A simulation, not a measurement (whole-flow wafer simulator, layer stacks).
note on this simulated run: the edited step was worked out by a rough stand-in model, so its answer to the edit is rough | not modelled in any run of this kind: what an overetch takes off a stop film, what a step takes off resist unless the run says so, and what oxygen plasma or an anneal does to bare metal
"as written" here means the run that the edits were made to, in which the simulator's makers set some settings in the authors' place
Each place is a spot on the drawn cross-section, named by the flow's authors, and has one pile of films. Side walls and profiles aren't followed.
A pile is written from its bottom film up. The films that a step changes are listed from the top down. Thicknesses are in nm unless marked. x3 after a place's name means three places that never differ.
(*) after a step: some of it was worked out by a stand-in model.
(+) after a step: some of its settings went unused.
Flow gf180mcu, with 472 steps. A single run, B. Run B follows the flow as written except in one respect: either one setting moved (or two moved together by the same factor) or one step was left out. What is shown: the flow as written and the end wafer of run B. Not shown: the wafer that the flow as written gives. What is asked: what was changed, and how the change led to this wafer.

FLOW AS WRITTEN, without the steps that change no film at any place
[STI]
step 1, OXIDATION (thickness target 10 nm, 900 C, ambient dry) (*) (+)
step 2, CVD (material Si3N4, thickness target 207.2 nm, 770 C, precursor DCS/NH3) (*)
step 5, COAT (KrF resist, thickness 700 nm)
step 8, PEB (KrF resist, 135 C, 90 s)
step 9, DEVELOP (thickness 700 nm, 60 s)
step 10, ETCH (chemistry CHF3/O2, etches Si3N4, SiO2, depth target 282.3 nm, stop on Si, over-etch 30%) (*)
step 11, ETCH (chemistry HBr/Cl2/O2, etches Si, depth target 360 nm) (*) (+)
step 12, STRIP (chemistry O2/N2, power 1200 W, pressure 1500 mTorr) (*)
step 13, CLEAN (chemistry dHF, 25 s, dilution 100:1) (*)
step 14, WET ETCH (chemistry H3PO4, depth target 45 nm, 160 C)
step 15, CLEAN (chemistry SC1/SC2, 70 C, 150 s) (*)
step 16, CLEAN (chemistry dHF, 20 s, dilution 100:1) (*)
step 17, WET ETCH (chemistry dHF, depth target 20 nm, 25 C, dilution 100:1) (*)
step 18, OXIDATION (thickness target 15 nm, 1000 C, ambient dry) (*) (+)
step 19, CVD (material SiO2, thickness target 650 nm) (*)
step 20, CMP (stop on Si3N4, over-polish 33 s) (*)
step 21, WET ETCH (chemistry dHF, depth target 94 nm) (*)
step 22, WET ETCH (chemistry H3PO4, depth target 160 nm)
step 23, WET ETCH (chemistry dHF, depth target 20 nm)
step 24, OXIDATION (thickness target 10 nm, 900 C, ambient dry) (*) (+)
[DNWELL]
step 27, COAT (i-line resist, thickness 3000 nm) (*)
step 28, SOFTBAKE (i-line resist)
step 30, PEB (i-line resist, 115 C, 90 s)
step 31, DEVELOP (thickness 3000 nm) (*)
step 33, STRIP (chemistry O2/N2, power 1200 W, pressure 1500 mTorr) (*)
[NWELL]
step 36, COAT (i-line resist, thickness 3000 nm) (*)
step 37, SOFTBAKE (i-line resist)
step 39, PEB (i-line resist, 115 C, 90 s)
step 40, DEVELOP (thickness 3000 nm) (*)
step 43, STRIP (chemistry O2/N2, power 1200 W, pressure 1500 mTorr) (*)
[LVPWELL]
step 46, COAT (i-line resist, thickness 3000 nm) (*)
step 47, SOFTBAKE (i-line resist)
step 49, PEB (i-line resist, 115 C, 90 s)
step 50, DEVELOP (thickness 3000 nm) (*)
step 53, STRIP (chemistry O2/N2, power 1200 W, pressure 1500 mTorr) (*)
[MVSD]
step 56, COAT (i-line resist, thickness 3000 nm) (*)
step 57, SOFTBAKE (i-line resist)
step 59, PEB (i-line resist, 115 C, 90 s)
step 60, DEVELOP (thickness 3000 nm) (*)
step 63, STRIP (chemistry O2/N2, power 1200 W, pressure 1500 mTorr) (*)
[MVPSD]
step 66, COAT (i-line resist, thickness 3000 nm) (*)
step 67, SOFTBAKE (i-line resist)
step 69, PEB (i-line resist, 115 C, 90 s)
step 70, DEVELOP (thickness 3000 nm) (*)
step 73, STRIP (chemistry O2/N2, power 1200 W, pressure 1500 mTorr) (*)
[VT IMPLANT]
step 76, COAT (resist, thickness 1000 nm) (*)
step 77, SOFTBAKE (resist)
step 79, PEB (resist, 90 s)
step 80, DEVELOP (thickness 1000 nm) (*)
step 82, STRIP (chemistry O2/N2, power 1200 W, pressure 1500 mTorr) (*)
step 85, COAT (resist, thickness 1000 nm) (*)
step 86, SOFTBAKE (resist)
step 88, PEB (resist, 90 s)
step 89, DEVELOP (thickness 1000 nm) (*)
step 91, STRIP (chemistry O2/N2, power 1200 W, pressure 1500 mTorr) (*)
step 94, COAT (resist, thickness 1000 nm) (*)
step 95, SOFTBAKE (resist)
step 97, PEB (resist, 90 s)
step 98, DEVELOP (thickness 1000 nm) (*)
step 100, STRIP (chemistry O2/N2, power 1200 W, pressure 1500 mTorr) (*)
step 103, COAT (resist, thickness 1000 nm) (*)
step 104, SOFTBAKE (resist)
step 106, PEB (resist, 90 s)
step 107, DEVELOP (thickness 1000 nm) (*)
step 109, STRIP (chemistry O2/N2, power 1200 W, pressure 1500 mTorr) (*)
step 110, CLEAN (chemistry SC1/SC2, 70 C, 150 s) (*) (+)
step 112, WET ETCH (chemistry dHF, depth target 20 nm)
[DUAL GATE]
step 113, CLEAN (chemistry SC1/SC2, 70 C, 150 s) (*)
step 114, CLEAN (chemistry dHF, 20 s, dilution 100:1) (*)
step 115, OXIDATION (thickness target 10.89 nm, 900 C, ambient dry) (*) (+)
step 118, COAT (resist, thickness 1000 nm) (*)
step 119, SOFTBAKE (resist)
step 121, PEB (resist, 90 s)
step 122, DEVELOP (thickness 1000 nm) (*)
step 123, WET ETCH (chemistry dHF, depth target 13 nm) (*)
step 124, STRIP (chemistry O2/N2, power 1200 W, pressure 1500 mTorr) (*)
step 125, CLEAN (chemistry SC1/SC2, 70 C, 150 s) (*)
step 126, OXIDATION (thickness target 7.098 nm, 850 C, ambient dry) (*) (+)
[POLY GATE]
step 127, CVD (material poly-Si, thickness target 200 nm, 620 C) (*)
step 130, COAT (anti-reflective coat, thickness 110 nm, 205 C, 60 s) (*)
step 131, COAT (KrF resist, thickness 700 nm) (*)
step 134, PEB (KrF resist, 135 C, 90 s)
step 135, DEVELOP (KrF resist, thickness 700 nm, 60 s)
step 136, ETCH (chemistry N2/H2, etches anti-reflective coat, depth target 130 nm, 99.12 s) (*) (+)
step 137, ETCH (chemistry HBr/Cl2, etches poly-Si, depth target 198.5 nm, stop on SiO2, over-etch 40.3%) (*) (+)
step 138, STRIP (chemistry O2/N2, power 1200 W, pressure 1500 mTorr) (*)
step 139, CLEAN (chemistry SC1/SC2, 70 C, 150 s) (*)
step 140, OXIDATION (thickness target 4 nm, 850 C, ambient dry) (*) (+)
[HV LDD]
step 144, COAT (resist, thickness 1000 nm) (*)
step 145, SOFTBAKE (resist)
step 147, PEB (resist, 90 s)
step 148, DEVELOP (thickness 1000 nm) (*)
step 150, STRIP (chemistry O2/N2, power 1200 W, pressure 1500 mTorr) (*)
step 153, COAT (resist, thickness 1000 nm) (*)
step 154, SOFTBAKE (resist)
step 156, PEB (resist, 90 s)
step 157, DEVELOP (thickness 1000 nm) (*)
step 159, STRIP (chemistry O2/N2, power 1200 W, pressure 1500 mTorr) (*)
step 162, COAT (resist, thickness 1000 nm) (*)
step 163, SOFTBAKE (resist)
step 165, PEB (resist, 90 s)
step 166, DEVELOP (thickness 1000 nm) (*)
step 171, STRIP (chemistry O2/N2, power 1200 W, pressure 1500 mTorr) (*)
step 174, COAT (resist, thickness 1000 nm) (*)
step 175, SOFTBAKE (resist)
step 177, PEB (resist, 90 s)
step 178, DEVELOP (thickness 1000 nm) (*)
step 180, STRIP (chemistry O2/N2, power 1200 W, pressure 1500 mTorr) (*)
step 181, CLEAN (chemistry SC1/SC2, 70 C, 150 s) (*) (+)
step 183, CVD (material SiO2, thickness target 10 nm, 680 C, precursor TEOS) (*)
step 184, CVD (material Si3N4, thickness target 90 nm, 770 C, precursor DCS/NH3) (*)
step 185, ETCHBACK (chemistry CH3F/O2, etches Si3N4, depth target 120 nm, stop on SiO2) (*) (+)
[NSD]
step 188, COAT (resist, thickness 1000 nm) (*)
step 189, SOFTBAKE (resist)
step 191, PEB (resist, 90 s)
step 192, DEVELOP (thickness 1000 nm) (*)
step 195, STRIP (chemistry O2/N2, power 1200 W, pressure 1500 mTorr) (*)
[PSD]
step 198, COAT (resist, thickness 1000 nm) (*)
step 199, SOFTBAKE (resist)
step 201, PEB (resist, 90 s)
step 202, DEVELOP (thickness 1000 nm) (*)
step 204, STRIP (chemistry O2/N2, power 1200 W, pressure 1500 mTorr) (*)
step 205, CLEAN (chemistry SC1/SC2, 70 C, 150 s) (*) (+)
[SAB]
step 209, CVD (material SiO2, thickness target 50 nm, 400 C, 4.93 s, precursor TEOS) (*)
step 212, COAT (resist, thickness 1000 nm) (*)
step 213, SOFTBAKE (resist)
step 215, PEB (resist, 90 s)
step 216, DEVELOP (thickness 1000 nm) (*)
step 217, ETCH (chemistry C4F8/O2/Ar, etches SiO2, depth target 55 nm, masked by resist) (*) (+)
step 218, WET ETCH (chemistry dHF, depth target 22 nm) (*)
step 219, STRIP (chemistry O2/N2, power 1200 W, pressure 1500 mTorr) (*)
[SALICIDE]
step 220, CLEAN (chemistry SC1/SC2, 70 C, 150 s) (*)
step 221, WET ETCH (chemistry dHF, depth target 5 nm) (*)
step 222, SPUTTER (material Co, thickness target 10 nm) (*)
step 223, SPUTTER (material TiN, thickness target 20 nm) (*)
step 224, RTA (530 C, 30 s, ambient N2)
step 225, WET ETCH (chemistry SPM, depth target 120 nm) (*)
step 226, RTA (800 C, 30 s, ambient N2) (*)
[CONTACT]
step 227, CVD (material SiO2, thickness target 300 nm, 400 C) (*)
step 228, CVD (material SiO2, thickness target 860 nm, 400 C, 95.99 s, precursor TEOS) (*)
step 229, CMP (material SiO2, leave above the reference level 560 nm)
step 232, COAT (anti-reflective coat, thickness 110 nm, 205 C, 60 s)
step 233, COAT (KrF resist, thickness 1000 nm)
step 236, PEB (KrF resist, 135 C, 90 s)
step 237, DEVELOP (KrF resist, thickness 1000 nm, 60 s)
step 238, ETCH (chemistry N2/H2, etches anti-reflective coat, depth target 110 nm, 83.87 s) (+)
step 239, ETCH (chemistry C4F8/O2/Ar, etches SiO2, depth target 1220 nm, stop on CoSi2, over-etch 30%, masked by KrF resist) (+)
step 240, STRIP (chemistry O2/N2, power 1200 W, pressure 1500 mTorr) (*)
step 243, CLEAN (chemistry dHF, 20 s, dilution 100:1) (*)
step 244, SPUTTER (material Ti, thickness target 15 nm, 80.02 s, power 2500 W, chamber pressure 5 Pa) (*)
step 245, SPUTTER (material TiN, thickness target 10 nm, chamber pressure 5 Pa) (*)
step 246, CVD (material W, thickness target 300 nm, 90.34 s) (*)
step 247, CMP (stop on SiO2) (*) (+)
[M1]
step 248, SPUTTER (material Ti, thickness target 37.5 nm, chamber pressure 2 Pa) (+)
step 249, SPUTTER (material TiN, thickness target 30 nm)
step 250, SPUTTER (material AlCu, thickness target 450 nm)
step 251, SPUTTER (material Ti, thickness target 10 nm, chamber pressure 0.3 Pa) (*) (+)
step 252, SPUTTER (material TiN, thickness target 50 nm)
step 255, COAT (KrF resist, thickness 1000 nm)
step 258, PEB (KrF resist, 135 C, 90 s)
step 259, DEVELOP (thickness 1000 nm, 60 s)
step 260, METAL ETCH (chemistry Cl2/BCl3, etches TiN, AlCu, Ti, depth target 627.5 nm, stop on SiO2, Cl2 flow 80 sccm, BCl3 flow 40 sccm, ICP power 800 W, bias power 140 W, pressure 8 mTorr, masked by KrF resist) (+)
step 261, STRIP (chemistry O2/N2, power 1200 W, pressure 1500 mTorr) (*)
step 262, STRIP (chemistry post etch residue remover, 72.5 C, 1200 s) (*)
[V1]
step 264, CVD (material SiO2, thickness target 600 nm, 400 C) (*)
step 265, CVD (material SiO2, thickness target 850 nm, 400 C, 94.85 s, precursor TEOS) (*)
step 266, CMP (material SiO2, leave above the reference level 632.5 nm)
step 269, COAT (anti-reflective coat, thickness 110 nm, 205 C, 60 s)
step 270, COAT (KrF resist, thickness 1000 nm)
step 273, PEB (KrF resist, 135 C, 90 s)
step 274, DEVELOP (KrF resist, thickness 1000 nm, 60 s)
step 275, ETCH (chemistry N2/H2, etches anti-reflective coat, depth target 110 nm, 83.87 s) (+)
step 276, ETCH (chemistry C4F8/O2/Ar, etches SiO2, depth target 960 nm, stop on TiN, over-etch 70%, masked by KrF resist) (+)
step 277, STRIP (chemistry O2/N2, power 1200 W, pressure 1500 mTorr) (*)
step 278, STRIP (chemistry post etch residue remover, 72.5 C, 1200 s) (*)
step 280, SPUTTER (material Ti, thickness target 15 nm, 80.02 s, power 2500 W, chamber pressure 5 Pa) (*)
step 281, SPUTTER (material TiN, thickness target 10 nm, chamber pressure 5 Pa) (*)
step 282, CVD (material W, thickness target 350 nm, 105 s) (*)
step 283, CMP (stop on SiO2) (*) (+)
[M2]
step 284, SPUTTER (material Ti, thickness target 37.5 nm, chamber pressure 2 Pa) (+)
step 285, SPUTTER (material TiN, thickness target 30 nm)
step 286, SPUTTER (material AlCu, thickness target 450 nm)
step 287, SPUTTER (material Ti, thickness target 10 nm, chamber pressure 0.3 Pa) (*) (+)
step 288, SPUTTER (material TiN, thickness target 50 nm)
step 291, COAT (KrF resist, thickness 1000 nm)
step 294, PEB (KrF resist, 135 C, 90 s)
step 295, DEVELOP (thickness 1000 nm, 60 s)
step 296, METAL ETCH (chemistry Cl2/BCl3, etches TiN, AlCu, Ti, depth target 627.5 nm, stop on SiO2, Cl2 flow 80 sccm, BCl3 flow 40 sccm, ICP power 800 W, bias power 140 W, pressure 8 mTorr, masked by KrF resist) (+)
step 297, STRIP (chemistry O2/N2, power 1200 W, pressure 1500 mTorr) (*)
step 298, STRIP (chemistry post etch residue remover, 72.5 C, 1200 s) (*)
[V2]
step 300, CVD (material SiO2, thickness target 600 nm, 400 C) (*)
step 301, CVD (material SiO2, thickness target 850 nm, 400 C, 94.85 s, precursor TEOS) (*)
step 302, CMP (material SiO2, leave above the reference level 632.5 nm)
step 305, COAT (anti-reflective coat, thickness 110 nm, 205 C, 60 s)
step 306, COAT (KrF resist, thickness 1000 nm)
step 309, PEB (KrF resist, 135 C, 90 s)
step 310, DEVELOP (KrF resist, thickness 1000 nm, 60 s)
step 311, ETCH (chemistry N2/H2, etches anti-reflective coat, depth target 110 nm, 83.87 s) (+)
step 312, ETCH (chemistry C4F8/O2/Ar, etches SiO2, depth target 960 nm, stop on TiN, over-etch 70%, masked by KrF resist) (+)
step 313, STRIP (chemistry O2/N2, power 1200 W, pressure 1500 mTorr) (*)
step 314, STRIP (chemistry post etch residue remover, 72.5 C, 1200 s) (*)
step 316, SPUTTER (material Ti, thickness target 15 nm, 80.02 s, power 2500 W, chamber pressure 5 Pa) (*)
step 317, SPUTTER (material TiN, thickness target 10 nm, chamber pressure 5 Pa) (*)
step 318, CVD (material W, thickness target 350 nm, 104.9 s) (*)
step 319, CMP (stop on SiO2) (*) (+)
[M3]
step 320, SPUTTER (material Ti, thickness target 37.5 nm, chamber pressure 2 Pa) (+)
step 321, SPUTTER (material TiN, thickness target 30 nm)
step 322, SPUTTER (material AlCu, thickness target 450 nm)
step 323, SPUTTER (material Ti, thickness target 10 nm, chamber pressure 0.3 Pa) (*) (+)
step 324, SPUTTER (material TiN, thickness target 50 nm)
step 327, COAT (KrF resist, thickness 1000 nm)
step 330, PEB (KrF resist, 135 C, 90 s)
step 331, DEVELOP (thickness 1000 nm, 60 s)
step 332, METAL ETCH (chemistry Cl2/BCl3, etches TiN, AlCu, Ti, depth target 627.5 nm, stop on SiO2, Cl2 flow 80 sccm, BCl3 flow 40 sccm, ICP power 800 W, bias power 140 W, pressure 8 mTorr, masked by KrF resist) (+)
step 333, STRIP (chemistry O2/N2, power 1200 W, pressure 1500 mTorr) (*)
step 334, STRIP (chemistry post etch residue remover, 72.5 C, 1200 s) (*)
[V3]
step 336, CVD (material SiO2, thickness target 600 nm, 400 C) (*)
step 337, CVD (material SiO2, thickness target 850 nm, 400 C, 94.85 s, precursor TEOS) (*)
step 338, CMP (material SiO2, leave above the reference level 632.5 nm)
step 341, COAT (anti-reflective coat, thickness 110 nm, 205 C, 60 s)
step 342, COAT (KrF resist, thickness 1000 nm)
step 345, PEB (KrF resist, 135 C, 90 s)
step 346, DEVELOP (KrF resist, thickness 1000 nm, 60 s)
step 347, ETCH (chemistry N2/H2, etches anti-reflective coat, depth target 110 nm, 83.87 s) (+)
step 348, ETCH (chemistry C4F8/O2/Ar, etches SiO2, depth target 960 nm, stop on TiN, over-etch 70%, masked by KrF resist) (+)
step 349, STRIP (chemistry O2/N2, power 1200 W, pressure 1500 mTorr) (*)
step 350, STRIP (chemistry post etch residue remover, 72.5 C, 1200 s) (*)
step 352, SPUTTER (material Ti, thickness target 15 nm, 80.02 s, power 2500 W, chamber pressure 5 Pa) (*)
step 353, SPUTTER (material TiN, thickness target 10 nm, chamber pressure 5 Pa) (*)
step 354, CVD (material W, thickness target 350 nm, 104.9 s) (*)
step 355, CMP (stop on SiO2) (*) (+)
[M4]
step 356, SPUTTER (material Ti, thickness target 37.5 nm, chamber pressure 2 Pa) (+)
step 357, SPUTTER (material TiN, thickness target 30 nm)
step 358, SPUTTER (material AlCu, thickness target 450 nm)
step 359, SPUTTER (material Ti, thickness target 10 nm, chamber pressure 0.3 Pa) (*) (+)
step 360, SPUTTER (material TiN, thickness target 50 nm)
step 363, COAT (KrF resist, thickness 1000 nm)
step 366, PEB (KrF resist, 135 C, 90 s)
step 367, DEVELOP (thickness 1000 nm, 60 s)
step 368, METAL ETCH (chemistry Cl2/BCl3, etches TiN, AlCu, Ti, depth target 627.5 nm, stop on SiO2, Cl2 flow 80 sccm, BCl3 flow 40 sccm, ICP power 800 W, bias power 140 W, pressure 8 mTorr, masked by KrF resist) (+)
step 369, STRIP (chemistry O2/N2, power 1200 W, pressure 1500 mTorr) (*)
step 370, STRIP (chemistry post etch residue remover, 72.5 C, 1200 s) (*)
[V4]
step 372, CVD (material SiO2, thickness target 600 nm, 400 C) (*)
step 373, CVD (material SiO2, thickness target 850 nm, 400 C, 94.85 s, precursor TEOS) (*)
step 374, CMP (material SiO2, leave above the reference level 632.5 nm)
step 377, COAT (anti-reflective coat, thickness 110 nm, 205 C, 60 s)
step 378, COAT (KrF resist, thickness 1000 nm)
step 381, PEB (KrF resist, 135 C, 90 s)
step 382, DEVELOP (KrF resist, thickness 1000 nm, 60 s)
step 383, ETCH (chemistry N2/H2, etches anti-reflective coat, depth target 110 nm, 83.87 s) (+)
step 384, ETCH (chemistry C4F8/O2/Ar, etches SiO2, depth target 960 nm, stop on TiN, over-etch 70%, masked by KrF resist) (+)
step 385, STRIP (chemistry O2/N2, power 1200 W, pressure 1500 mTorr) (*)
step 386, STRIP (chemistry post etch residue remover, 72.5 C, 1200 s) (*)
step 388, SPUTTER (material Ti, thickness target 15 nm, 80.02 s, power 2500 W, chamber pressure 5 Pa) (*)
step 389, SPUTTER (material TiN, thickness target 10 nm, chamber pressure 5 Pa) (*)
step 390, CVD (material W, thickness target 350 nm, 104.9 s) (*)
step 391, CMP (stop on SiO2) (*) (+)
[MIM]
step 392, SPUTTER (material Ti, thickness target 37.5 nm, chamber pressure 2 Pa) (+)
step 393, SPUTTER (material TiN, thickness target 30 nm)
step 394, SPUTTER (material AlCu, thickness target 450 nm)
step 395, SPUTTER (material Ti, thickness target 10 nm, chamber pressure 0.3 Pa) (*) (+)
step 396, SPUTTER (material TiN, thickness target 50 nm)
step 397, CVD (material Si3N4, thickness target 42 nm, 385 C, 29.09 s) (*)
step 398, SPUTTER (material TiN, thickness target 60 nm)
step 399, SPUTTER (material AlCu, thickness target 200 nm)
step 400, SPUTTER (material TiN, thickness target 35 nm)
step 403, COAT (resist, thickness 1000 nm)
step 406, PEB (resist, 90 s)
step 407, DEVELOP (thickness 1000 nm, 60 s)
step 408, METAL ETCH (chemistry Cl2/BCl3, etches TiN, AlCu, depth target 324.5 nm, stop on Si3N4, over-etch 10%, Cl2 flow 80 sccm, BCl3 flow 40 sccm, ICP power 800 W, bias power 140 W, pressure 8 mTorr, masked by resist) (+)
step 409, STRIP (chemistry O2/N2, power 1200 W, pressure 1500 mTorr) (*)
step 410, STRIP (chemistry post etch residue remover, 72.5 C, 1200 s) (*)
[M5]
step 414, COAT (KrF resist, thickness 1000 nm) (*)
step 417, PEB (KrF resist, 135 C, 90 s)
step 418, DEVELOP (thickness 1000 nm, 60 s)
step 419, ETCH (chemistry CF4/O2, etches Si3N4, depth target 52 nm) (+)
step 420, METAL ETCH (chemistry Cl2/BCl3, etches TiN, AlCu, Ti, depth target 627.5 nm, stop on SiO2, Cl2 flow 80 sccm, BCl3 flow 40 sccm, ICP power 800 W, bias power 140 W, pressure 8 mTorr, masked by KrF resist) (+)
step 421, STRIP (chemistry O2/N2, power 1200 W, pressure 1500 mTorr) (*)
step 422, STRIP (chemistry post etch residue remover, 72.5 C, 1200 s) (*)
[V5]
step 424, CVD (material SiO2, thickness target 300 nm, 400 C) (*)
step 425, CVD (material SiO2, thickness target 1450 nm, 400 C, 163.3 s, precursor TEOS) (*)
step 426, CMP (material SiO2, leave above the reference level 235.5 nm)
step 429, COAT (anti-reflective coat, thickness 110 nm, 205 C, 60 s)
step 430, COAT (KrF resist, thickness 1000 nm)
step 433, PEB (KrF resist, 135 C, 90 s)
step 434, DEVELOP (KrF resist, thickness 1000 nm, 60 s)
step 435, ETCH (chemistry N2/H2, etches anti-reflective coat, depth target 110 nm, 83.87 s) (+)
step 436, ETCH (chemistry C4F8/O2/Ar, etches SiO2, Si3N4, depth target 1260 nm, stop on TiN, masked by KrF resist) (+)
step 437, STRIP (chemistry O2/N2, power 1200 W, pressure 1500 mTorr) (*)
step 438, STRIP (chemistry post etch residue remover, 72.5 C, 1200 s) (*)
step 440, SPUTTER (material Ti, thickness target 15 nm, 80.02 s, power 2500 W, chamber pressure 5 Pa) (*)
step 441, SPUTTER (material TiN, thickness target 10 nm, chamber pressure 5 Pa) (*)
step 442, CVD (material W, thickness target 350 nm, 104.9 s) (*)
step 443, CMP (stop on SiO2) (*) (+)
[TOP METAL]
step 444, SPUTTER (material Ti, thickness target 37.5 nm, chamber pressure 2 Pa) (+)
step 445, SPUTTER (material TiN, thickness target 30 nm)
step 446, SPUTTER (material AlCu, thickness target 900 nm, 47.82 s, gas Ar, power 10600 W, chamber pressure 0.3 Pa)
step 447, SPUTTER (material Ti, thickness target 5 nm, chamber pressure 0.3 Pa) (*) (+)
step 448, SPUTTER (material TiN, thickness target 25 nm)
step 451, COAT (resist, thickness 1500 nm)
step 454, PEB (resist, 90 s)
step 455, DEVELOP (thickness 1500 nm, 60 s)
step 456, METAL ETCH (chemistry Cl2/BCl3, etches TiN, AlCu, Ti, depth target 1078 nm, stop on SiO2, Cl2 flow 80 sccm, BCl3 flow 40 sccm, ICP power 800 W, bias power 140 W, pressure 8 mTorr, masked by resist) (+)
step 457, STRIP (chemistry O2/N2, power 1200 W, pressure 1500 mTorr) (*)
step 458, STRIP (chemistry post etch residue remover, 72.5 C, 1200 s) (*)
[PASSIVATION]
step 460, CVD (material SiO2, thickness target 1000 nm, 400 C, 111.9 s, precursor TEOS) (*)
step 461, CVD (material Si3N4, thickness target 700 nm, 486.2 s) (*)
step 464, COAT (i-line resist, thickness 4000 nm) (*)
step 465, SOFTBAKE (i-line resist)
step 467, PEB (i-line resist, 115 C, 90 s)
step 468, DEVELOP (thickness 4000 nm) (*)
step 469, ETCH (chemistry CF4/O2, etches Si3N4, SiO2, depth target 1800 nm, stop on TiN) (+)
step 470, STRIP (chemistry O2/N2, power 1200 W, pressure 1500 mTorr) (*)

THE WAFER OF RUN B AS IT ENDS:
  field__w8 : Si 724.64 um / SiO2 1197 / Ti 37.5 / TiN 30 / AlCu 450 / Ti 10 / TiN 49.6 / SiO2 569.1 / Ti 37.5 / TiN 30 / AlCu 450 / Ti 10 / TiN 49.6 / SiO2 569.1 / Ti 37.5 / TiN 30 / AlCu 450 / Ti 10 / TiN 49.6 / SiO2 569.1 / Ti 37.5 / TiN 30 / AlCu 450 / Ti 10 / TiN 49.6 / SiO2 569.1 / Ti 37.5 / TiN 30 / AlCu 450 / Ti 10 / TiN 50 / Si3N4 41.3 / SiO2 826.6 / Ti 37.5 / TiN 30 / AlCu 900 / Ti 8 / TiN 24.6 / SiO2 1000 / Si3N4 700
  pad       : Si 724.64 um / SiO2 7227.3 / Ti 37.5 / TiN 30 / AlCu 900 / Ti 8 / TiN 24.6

The reason: step 447, SPUTTER: thickness target 8 nm was run, while the flow as written has thickness target 5 nm.
One can read it off the wafer: field__w8 has Ti 8, and step 447 as written asks for 5 nm.

Step by step, how the change led to this:
  step 447, SPUTTER (material Ti, thickness target 5 nm, chamber pressure 0.3 Pa) (*) (+)
      field, field__w1, field__w2 and 109 more: Ti gains 8 (new film) (as written it would have been: Ti gains 5 (new film))
  step 456, METAL ETCH (chemistry Cl2/BCl3, etches TiN, AlCu, Ti, depth target 1078 nm, stop on SiO2, Cl2 flow 80 sccm, BCl3 flow 40 sccm, ICP power 800 W, bias power 140 W, pressure 8 mTorr, masked by resist) (+)
      field, field__w1, field__w2 and 103 more: TiN loses 25 (all of it), Ti loses 8 (all of it), AlCu loses 900 (all of it), TiN loses 30 (all of it), Ti loses 37.5 (all of it) (as written it would have been: TiN loses 25 (all of it), Ti loses 5 (all of it), AlCu loses 900 (all of it), TiN loses 30 (all of it), Ti loses 37.5 (all of it))
  step 465, SOFTBAKE (i-line resist)
      field__w5, field__w9: i-line resist gains 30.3 (as written it would have been: i-line resist gains 37.3)
      field__w11, field__w13: i-line resist gains 31.3 (as written it would have been: i-line resist gains 37.9)
      (as well as at 57 more places)
